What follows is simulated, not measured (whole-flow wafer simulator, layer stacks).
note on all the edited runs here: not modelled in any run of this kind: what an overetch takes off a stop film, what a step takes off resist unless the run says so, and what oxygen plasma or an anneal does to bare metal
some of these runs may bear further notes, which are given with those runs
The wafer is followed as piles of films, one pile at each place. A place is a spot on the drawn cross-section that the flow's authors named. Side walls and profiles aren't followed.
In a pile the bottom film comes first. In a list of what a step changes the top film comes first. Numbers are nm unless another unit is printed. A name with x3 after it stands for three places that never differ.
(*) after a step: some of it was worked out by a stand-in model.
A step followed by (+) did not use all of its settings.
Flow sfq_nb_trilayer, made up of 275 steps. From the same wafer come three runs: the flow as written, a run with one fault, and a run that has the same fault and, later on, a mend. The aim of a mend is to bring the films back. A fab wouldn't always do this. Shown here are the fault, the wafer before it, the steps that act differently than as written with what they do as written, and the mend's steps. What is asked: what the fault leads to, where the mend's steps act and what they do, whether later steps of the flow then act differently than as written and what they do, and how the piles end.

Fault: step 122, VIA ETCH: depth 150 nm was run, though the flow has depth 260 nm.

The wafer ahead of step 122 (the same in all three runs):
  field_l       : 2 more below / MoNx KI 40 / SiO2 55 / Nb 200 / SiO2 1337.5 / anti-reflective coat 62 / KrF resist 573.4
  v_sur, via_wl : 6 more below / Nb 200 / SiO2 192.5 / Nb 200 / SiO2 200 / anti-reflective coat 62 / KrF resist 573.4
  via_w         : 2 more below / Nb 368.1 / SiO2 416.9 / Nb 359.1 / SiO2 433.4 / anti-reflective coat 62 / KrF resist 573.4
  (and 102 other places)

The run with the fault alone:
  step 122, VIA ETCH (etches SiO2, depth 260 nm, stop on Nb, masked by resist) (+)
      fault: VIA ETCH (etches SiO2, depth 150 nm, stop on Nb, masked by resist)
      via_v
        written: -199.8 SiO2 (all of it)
        fault: -150 SiO2
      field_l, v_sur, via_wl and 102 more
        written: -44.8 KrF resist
        fault: -25.9 KrF resist
  Later steps of the flow acting differently than as written (3 other steps are not shown; they differ only slightly, by no more than 2% or 0.5 nm, whichever is larger):
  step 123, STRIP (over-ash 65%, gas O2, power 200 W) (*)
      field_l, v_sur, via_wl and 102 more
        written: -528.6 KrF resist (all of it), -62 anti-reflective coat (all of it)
        fault: -547.6 KrF resist (all of it), -62 anti-reflective coat (all of it)
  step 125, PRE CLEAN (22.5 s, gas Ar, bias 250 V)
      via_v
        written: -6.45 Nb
        fault: -7.5 SiO2
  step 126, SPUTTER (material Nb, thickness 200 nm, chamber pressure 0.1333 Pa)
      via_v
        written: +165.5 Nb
        fault: +176.2 Nb (new film)
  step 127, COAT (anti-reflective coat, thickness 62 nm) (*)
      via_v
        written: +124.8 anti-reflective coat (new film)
        fault: +112.8 anti-reflective coat (new film)
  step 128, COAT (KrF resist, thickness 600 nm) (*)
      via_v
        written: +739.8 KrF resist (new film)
        fault: +700 KrF resist (new film)
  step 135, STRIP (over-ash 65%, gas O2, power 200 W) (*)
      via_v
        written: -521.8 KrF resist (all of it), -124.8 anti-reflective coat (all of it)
        fault: -482.2 KrF resist (all of it), -112.8 anti-reflective coat (all of it)
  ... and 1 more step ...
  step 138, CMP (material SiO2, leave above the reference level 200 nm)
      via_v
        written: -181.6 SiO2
        fault: -157.1 SiO2
  The piles end different from the flow's at via_v by more than 2% or 0.5 nm, whichever is larger.
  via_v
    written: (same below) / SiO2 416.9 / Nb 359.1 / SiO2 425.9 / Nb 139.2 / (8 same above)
    fault: (same below) / SiO2 416.9 / Nb 200 / SiO2 42.3 / Nb 176.2 / SiO2 366.4 / Nb 139.2 / (8 same above)

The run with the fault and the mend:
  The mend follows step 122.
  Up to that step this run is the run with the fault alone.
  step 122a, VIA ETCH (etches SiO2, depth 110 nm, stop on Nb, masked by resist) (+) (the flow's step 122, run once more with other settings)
      field_l, v_sur, via_wl and 102 more
        -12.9 KrF resist
      via_v
        -49.8 SiO2 (all of it)
  Every later step of the flow that is run acts as written, at every place that is followed, to within 2% or 0.5 nm, whichever is larger.
  The piles end the same as the flow's at every place that both follow.
